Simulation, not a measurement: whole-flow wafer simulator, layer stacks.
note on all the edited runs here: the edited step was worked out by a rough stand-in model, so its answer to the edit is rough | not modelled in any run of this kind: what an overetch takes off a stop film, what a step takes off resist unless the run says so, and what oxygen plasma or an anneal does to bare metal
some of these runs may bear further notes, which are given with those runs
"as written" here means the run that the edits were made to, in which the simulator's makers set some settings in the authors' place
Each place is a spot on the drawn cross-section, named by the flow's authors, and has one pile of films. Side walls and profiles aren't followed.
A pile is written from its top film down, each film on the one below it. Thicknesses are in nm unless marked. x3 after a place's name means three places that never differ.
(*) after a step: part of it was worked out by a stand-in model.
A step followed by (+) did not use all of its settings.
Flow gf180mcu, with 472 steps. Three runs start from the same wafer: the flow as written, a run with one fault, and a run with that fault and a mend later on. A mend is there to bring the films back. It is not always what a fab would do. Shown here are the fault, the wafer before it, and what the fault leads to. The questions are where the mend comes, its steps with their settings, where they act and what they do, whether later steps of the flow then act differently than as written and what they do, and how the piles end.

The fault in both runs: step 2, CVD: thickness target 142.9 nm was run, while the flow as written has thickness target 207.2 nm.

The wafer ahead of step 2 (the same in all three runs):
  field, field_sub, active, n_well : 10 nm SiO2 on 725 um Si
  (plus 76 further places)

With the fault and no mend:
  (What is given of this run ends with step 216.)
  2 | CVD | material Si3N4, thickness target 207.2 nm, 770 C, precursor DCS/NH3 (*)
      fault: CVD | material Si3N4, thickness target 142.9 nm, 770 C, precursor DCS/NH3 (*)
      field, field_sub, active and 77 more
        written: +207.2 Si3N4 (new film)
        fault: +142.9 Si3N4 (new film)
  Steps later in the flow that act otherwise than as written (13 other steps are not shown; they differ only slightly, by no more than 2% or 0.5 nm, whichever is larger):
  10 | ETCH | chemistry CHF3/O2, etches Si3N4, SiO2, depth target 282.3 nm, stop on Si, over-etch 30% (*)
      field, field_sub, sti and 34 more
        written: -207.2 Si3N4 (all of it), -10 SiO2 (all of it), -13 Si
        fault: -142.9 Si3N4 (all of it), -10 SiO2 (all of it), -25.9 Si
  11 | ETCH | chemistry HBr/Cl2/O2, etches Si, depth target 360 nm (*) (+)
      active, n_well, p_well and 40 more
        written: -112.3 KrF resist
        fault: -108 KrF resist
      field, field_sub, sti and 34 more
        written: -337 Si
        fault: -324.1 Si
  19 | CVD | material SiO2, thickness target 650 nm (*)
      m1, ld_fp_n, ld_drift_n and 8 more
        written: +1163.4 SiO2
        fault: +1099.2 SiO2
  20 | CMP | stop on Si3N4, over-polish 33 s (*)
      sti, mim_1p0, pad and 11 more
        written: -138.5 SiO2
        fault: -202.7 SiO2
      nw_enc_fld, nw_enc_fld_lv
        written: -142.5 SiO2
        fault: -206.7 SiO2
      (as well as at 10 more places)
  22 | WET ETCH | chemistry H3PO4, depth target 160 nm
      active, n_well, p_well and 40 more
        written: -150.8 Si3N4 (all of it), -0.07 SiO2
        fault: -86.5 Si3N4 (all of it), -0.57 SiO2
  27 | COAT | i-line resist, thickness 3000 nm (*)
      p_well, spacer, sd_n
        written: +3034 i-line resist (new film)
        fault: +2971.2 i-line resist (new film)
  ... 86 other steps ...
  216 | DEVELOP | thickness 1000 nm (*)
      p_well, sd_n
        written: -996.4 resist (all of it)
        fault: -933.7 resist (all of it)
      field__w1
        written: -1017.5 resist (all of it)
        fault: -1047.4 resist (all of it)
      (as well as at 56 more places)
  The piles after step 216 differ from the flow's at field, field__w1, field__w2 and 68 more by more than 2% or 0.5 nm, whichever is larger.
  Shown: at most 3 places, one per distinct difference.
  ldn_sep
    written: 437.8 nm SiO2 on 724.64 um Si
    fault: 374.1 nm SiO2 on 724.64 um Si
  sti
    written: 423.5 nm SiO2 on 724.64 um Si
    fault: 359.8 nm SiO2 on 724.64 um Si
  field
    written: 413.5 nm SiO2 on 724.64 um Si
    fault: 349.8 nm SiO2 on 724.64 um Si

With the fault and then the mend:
  After step 2 comes the mend.
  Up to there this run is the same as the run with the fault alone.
  2a | CVD | material Si3N4, thickness target 64.22 nm, 770 C, precursor DCS/NH3 (*) (a further turn of the flow's step 2, with different settings)
      field, field_sub, active and 77 more
        +64.2 Si3N4
  None of the later steps of the flow acts differently than as written at any place that is followed.
  At every place that both follow, the piles at the end match the flow's.
